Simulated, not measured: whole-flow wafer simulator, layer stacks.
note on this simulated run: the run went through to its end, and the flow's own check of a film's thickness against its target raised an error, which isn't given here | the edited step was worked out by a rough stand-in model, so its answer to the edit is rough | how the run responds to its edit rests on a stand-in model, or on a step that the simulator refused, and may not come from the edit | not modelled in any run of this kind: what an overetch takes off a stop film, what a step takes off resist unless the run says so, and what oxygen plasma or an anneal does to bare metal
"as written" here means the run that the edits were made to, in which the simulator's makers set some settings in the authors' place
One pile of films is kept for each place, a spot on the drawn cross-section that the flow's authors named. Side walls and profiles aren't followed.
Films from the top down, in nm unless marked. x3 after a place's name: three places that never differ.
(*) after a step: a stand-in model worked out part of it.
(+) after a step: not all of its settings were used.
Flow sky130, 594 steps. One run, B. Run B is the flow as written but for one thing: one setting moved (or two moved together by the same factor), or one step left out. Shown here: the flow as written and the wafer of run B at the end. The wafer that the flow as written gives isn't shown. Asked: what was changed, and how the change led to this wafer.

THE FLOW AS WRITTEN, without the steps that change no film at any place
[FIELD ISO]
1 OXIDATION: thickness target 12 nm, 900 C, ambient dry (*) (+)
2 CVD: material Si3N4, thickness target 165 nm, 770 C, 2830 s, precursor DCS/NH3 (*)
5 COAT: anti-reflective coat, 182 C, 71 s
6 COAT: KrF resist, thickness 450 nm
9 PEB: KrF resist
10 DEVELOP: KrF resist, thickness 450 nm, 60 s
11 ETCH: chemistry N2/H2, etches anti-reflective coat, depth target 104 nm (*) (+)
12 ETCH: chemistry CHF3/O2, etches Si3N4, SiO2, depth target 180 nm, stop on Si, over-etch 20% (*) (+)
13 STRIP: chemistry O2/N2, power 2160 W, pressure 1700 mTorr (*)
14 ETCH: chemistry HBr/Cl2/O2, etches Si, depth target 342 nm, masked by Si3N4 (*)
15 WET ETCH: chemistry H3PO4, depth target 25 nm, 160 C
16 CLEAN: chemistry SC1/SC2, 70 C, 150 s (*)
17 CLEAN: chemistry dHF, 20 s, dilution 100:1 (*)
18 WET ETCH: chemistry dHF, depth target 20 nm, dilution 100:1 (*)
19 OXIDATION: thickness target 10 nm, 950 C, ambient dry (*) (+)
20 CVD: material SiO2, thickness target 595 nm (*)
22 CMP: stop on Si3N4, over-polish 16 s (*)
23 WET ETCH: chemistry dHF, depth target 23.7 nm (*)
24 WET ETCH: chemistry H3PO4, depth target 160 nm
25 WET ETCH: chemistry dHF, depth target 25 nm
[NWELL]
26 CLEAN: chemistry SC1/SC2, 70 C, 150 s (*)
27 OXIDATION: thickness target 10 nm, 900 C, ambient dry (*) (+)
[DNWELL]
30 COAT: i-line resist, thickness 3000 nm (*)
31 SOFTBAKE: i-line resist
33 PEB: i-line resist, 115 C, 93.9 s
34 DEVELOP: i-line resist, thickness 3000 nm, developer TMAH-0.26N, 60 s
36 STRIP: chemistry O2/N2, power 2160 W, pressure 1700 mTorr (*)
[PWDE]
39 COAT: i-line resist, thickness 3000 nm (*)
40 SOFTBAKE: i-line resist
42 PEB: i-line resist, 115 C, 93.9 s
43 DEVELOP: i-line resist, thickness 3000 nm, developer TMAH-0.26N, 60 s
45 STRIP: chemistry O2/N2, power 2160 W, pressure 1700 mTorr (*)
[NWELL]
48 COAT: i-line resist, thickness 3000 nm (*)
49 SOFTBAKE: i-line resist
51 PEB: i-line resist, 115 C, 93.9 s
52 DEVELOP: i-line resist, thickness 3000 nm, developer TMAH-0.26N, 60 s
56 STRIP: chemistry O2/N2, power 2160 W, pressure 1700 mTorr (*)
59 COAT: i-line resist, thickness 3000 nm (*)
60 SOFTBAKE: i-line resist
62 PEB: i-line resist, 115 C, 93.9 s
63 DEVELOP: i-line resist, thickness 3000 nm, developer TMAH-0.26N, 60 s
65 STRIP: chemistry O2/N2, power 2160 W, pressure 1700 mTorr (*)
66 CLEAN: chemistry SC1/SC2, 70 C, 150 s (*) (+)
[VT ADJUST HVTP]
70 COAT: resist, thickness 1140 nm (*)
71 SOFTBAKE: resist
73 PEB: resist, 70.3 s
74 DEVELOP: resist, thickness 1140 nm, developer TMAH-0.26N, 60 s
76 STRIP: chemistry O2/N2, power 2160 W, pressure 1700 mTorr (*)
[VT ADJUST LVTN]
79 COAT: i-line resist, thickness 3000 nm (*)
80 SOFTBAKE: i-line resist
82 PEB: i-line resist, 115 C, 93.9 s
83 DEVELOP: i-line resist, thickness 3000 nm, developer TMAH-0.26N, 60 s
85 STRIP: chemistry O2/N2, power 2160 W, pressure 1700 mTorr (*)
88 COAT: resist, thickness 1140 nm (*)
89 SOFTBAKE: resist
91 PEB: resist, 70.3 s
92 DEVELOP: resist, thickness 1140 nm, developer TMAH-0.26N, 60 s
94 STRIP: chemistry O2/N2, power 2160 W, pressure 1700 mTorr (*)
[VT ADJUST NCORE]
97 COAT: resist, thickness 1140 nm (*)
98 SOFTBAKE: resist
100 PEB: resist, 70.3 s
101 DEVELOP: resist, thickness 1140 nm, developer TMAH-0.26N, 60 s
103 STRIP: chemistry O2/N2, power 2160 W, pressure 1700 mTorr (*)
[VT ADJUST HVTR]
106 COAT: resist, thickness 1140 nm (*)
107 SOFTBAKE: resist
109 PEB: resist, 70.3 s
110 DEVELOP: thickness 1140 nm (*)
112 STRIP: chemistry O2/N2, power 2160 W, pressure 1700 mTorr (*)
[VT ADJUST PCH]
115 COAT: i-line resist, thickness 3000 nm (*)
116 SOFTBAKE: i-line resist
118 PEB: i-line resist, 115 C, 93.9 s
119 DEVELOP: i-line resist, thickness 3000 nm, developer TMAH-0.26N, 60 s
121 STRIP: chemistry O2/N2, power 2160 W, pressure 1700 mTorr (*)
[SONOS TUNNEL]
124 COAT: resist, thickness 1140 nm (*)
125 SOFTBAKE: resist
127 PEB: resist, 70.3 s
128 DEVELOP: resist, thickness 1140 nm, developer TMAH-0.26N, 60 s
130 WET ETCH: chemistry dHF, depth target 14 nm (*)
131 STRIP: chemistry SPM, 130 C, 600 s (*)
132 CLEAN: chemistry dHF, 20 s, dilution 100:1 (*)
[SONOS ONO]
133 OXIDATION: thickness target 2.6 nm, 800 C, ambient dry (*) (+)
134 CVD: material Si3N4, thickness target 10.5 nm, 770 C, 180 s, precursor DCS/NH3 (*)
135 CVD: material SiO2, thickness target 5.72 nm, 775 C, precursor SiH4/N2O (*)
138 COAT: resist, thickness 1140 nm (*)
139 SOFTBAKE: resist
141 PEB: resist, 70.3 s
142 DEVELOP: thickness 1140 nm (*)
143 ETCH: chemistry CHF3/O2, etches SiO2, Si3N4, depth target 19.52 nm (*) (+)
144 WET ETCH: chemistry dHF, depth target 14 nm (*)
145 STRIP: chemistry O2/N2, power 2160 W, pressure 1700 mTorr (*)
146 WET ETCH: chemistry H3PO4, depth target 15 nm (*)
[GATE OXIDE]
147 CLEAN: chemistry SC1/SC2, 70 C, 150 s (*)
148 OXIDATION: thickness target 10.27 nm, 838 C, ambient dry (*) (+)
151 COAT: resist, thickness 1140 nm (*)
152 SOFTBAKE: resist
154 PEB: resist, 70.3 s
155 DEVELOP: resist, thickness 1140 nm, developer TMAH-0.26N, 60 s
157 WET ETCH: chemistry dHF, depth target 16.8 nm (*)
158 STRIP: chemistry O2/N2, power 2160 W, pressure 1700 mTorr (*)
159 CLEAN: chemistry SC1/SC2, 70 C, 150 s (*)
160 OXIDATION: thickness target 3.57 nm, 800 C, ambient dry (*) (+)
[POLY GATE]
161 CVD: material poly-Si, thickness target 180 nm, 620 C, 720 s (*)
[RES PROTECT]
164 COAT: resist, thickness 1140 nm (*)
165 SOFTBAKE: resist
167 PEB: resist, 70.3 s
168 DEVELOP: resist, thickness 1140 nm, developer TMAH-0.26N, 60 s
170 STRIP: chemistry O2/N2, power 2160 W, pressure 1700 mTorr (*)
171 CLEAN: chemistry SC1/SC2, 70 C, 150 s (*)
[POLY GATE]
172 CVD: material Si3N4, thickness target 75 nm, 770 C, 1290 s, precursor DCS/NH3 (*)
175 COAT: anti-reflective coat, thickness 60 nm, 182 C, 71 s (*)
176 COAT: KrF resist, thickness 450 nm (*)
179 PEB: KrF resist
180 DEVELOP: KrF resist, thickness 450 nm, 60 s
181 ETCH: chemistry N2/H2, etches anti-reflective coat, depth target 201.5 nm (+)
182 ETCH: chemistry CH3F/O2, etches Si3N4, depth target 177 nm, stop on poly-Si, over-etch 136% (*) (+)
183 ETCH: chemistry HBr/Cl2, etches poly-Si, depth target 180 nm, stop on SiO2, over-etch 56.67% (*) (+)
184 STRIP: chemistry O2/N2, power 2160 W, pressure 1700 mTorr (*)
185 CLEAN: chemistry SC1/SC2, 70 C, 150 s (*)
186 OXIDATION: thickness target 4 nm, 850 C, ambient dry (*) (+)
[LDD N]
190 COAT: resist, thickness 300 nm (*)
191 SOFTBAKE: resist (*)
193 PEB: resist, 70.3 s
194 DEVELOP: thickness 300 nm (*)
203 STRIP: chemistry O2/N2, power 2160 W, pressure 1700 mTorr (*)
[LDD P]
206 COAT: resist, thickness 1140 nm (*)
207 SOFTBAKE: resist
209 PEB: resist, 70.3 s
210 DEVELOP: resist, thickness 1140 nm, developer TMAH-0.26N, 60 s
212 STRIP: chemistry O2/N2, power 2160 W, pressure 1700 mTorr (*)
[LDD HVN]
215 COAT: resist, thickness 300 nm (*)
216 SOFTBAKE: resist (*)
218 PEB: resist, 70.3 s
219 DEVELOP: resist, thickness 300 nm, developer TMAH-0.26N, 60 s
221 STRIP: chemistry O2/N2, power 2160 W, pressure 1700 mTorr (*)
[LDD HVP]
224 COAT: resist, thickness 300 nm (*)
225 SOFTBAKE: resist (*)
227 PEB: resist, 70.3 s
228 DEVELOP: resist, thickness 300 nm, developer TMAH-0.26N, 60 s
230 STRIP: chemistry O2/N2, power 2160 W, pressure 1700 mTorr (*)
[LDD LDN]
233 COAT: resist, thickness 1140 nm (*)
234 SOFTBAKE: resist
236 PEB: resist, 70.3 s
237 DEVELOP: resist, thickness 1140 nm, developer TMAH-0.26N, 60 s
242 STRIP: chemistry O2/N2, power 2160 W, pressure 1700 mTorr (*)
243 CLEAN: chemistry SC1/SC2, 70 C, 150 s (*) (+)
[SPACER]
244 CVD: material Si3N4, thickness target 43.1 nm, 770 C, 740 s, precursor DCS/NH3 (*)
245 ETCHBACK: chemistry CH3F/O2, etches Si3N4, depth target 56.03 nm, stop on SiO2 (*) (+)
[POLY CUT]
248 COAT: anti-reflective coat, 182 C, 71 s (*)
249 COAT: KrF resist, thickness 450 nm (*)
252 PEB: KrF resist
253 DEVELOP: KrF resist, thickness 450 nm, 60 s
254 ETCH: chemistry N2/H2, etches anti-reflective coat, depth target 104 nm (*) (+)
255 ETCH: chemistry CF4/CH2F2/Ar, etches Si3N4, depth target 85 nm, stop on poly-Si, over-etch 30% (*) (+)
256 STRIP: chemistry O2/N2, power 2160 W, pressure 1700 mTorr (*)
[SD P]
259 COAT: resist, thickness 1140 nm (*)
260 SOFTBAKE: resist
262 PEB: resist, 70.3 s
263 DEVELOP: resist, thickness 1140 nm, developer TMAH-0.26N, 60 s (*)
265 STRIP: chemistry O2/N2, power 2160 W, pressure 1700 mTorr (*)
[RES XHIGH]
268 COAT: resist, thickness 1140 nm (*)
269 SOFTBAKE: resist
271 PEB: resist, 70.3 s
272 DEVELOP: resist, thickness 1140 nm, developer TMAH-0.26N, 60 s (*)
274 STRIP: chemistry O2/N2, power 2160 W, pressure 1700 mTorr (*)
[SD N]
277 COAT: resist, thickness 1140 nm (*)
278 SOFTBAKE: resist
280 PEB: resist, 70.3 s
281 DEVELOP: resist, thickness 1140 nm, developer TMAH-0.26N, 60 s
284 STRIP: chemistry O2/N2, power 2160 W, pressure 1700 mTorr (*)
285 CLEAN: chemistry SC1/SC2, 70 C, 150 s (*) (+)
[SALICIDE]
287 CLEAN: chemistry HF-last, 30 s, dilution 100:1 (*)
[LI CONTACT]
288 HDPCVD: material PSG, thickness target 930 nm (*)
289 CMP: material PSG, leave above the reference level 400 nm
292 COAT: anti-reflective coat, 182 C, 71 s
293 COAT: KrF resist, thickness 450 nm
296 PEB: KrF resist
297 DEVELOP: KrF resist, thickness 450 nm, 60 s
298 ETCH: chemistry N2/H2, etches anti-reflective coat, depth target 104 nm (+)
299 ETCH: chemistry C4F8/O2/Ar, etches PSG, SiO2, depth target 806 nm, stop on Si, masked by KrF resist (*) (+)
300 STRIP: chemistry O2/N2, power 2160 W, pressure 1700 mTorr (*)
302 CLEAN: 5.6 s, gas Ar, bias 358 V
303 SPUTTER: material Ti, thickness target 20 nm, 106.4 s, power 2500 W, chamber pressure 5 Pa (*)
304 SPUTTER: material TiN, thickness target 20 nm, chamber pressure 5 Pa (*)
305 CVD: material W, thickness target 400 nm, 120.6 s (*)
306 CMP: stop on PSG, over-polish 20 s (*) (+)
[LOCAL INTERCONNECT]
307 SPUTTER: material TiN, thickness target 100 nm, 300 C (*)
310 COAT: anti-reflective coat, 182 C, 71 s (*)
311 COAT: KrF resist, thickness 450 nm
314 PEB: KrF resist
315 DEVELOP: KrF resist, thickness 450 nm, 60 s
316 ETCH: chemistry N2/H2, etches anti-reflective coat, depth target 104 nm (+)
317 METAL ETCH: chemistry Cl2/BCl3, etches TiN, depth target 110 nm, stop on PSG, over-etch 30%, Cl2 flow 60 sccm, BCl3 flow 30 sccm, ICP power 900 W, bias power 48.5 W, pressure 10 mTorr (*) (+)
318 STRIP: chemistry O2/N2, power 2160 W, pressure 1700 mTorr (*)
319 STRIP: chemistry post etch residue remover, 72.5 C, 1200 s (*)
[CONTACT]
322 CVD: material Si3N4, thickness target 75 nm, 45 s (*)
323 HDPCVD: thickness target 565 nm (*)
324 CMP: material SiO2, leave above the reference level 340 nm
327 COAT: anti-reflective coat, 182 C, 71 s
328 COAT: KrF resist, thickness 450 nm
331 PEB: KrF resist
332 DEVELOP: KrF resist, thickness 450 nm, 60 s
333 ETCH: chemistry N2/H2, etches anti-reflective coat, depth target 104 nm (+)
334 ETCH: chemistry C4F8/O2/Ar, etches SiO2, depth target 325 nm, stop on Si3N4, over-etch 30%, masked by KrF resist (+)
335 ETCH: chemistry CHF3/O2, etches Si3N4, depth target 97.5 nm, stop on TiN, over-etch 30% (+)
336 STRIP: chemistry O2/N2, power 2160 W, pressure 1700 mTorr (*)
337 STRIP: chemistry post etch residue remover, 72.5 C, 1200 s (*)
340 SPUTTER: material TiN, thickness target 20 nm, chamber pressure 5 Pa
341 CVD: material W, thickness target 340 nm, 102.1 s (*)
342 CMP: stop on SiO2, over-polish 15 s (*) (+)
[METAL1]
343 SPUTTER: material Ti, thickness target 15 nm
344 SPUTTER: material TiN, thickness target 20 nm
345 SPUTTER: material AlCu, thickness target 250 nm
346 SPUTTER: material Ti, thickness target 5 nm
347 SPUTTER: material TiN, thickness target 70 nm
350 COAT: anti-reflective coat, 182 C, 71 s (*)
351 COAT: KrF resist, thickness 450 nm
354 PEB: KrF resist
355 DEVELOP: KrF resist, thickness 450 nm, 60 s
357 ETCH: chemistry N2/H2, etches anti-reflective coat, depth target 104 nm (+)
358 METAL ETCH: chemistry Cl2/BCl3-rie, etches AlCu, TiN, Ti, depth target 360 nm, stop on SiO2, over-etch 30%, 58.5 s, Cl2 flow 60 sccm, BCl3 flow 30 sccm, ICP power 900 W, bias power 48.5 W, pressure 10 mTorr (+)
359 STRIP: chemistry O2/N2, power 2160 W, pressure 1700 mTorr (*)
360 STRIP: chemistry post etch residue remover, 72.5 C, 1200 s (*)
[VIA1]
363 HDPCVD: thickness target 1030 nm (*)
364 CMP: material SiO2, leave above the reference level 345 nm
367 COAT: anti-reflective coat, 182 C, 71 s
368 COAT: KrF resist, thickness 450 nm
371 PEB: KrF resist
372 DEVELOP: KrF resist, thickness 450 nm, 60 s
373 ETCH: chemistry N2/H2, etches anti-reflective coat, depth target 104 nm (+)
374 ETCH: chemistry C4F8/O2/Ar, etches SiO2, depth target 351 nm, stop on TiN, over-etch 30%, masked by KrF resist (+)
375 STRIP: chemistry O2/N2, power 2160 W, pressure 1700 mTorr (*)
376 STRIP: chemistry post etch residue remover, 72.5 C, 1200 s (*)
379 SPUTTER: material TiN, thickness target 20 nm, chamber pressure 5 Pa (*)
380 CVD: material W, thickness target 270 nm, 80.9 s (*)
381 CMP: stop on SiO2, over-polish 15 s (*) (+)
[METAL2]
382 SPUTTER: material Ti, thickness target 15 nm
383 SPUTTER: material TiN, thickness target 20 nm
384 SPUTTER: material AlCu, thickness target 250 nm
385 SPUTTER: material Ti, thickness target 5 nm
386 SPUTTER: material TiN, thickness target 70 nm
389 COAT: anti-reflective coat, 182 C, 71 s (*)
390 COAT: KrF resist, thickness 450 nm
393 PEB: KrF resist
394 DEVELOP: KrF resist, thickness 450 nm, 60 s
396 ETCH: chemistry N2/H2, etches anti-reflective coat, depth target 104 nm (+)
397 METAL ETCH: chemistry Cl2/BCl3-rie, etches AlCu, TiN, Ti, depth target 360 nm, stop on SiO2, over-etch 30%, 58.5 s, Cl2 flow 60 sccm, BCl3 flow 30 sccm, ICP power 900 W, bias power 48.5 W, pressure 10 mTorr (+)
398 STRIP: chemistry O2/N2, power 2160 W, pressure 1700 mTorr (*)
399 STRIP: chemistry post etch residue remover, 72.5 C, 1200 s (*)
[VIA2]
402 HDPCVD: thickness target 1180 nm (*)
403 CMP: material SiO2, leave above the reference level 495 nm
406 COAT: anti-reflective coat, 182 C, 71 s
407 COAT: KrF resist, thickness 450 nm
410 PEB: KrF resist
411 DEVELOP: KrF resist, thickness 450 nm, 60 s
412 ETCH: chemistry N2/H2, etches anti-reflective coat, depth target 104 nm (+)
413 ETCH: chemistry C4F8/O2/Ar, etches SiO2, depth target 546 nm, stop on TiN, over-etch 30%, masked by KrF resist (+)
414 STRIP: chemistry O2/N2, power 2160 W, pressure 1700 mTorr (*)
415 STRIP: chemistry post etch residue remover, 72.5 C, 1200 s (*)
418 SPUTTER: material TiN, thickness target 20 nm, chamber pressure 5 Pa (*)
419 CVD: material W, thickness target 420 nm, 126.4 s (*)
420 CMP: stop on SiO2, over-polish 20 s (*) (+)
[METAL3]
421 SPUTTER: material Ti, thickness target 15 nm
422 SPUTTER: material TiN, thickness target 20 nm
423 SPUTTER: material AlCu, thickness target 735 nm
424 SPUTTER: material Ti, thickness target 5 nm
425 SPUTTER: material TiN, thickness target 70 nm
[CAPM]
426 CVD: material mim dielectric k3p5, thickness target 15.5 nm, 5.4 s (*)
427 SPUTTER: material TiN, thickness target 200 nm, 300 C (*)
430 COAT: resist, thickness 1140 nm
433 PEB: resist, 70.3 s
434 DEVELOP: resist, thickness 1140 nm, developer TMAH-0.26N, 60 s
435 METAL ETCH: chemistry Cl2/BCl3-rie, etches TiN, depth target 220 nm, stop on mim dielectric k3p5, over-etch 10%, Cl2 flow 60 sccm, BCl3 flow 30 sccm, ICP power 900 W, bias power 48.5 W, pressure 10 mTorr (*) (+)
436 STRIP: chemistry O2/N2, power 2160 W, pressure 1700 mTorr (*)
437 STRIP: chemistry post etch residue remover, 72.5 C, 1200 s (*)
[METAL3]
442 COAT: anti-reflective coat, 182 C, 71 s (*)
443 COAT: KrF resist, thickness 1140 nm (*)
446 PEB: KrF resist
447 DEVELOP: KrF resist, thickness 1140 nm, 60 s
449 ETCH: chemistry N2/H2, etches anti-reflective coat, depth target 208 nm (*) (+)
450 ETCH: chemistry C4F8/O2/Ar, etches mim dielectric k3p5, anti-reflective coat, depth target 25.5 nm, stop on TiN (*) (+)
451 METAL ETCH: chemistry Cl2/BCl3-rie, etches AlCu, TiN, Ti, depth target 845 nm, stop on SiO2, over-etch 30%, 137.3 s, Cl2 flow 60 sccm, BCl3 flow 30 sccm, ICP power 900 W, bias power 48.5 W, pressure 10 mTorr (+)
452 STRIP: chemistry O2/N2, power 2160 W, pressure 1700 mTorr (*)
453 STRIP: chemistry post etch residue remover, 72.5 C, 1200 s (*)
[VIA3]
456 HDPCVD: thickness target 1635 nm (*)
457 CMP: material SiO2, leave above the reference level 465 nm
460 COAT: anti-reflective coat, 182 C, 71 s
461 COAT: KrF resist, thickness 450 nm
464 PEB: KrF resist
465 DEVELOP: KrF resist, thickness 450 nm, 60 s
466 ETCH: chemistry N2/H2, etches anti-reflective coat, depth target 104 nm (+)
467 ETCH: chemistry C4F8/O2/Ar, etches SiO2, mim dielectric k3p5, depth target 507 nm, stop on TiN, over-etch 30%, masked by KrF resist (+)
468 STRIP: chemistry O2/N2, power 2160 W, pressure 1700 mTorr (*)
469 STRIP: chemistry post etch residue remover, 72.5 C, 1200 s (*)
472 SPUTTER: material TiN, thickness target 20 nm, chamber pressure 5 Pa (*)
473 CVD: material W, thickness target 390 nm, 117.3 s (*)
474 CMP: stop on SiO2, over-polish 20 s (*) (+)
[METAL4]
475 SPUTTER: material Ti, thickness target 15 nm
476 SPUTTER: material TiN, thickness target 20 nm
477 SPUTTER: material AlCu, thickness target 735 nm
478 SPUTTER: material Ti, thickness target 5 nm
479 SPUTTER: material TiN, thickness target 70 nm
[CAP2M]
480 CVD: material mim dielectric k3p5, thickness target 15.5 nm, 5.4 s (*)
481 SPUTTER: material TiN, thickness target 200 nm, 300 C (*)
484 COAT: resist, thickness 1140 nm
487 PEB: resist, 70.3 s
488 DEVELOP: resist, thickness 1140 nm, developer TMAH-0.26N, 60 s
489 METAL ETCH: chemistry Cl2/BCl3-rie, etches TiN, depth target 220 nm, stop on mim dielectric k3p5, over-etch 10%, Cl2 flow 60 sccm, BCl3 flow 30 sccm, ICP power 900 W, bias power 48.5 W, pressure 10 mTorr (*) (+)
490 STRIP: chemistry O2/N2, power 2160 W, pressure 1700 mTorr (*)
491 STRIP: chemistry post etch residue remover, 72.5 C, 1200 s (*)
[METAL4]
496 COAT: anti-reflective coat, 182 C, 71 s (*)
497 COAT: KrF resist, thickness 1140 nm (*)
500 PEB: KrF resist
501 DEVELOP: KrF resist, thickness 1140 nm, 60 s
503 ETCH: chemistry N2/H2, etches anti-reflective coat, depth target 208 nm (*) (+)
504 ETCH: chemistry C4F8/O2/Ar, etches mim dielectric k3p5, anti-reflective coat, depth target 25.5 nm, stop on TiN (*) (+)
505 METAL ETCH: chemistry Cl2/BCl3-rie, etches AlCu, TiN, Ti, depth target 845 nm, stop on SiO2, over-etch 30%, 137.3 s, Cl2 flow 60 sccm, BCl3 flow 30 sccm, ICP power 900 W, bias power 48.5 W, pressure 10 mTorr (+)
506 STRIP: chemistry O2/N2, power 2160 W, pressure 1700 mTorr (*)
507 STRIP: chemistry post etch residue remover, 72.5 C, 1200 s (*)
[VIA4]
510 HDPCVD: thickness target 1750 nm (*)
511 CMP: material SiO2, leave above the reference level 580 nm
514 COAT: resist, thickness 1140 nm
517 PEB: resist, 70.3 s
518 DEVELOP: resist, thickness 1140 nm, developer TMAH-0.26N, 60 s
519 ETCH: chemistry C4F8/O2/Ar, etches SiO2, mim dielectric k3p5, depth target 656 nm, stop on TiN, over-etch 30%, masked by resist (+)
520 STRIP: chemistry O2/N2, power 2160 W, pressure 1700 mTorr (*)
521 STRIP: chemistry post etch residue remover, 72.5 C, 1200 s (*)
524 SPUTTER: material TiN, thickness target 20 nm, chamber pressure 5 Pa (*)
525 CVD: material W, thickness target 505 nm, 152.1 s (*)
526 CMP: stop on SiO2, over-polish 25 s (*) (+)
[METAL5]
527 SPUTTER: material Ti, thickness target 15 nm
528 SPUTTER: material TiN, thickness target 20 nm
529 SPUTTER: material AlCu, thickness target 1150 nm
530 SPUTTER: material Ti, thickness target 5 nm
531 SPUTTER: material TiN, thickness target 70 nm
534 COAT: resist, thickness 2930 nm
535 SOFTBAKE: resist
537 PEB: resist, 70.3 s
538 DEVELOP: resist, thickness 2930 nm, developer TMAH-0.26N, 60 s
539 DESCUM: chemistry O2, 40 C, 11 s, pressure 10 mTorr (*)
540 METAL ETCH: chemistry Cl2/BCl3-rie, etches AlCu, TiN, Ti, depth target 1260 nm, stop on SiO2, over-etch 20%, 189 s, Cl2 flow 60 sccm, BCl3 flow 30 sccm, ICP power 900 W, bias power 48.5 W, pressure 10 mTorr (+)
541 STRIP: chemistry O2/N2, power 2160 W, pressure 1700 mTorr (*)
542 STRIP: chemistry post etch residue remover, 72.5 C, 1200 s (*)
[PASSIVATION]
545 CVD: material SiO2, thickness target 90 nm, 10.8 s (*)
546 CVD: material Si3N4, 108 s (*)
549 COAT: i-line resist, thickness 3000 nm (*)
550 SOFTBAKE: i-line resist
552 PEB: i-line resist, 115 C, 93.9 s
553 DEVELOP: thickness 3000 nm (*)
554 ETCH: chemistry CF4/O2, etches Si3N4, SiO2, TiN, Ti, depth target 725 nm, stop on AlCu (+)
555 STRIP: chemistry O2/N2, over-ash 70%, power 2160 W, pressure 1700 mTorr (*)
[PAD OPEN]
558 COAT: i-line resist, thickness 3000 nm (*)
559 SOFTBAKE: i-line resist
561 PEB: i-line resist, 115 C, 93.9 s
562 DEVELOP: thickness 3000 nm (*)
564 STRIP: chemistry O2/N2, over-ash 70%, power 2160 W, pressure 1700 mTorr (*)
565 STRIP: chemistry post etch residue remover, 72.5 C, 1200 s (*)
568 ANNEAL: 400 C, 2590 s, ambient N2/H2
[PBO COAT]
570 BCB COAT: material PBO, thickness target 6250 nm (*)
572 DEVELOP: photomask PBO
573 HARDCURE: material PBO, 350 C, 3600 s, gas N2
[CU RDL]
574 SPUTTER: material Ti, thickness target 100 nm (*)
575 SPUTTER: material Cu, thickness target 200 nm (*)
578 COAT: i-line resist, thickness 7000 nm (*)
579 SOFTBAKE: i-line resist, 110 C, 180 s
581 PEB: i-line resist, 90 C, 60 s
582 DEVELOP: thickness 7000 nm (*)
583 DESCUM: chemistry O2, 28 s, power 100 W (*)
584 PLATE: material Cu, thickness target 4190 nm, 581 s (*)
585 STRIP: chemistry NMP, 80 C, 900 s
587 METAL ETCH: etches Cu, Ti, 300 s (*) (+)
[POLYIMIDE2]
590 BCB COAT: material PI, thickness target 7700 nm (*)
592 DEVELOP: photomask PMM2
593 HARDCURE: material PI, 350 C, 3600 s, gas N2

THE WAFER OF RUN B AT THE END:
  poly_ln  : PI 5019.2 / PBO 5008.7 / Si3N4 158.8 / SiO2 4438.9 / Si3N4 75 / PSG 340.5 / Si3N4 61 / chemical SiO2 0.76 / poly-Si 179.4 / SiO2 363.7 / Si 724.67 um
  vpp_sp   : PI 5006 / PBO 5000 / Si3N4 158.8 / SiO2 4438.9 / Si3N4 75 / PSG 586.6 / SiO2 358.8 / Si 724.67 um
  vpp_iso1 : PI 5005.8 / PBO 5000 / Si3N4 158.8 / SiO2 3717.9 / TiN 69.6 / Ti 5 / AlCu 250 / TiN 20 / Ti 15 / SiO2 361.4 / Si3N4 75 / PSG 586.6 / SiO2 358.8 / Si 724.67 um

The cause: step 11, ETCH: depth target 75.4 nm was run, where the flow has depth target 104 nm.

How the change led to this, step by step:
  11 ETCH: chemistry N2/H2, etches anti-reflective coat, depth target 104 nm (*) (+)
      field, mim, iso_guard and 84 more: anti-reflective coat -75.4 (as written it would be: anti-reflective coat -80 (all of it), Si3N4 -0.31)
      active, n_well, p_well and 100 more: KrF resist -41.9 (as written it would be: KrF resist -57.8)
  12 ETCH: chemistry CHF3/O2, etches Si3N4, SiO2, depth target 180 nm, stop on Si, over-etch 20% (*) (+)
      field, mim, iso_guard and 84 more: anti-reflective coat -4.6 (all of it), Si3N4 -165 (all of it), SiO2 -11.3 (as written it would be: Si3N4 -164.7 (all of it), SiO2 -12 (all of it))
  13 STRIP: chemistry O2/N2, power 2160 W, pressure 1700 mTorr (*)
      field, mim, iso_guard and 84 more: nothing (as written it would be: chemical SiO2 +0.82 (new film), Si -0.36)
      active, n_well, p_well and 100 more: KrF resist -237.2 (all of it), anti-reflective coat -80 (all of it) (as written it would be: KrF resist -221.3 (all of it), anti-reflective coat -80 (all of it))
  14 ETCH: chemistry HBr/Cl2/O2, etches Si, depth target 342 nm, masked by Si3N4 (*)
      field, mim, iso_guard and 84 more: SiO2 -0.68 (all of it), Si -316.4 (as written it would be: chemical SiO2 -0.82 (all of it), Si -330)
  22 CMP: stop on Si3N4, over-polish 16 s (*)
      mim, vpp_sp, vpp_ln and 61 more: SiO2 -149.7 (as written it would be: SiO2 -135.7)
      hv_encl, field_nw, iso_guard_nsd_tip, iso_guard_nowell, field_nw_hv: SiO2 -152 (as written it would be: SiO2 -138)
      (and at 11 more places)
